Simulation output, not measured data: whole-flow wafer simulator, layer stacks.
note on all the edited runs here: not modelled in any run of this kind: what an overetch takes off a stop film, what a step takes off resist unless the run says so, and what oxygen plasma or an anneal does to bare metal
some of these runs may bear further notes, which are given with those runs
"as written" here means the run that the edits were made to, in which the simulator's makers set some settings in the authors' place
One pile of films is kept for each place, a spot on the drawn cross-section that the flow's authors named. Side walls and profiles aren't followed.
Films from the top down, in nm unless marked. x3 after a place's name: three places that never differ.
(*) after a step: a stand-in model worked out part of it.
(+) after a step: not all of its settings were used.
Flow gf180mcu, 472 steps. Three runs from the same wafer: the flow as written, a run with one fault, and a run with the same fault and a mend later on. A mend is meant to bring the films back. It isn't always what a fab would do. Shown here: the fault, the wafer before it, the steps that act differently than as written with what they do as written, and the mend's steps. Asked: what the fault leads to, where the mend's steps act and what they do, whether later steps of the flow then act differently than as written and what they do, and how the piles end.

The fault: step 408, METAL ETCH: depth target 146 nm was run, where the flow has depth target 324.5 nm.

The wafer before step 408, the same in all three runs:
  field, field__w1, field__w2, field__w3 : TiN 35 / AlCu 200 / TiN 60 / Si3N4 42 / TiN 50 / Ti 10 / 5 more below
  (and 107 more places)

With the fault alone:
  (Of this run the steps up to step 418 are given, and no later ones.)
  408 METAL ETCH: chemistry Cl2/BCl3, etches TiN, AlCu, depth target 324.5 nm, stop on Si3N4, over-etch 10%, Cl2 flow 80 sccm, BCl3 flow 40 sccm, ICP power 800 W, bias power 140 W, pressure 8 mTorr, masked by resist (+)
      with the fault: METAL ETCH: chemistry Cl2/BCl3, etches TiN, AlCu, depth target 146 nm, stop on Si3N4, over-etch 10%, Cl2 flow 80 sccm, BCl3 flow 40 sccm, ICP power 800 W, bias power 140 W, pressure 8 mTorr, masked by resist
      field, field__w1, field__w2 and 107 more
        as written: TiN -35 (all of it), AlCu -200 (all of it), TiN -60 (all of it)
        with the fault: TiN -35 (all of it), AlCu -111
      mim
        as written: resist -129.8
        with the fault: resist -58.4
  Later steps of the flow that act differently than as written:
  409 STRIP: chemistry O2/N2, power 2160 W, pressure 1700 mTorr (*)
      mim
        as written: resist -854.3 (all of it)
        with the fault: resist -925.7 (all of it)
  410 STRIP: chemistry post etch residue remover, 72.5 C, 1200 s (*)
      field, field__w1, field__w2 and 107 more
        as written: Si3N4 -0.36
        with the fault: AlCu -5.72
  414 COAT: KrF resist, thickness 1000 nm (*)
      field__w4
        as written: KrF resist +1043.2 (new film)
        with the fault: KrF resist +1020.4 (new film)
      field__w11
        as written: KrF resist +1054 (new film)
        with the fault: KrF resist +1025.2 (new film)
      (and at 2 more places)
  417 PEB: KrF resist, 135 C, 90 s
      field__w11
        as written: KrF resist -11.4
        with the fault: KrF resist -10.8
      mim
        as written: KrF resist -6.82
        with the fault: KrF resist -8.59
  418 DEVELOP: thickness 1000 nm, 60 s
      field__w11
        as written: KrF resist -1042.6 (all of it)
        with the fault: KrF resist -1014.4 (all of it)
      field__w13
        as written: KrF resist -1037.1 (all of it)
        with the fault: KrF resist -1011.8 (all of it)
  After step 418 the piles differ from the flow's by more than 2% or 0.5 nm, whichever is larger, at field, field__w1, field__w2 and 109 more.
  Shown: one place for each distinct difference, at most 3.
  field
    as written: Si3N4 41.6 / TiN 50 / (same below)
    with the fault: AlCu 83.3 / TiN 60 / Si3N4 42 / TiN 50 / (same below)
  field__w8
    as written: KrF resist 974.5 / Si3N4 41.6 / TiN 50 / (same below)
    with the fault: KrF resist 974.5 / AlCu 83.3 / TiN 60 / Si3N4 42 / TiN 50 / (same below)
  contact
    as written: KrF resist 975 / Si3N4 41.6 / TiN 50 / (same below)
    with the fault: KrF resist 974.8 / AlCu 83.3 / TiN 60 / Si3N4 42 / TiN 50 / (same below)

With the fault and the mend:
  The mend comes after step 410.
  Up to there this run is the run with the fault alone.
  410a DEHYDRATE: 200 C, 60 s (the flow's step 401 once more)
      changes no film at any place that is followed
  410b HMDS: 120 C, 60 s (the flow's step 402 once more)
      changes no film at any place that is followed
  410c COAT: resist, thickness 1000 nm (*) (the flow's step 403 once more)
      field__w8, m1__w1, iso_ptap_pw and 39 more
        resist +1000 (new film)
      n_well, gate_hv, sd_p, gate_p, contact, m1, active_hv, nw_enc_fld_lv__w3
        resist +1000.5 (new film)
      field, ld_fp_p, ld_drift_p, ld_drn_p, ld_body_p_dnw, nw_sep_fld, m1_nw
        resist +1000.9 (new film)
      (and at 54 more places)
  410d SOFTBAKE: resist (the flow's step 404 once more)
      field__w9, nplus_u
        resist -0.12
      field__w2
        resist +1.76
      field__w3
        resist +1.85
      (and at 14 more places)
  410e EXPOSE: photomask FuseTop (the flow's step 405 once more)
      changes no film at any place that is followed
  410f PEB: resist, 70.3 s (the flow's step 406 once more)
      field, field__w1, field__w2 and 99 more
        resist -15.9
      field__w7, field__w12, pplus_u, ppoly_u, ppoly_sal
        resist -16
      field__w11, field__w13, npoly_sal
        resist -16.1
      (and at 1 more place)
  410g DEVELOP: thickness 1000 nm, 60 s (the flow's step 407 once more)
      field__w8, m1__w1, iso_ptap_pw and 39 more
        resist -984.1 (all of it)
      field__w10, active, p_well and 6 more
        resist -984.5 (all of it)
      field_sub__w1, field_sub__w5, n_well and 6 more
        resist -984.7 (all of it)
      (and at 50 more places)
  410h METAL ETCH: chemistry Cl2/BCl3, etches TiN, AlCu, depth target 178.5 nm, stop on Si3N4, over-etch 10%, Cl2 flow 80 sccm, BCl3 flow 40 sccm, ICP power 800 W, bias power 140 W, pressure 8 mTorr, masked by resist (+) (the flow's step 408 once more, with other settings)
      field, field__w1, field__w2 and 107 more
        AlCu -83.3 (all of it), TiN -60 (all of it)
      mim
        resist -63
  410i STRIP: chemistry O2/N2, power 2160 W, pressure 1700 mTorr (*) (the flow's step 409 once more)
      mim
        resist -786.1 (all of it)
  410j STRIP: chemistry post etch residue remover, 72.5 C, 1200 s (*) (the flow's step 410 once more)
      field, field__w1, field__w2 and 107 more
        Si3N4 -0.36
      mim
        TiN -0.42
  No later step of the flow acts differently than as written, at any place that is followed, by more than 2% or 0.5 nm, whichever is larger.
  At the end the piles differ from the flow's only slightly at the places that both follow, by at most 2% or 0.5 nm, whichever is larger.
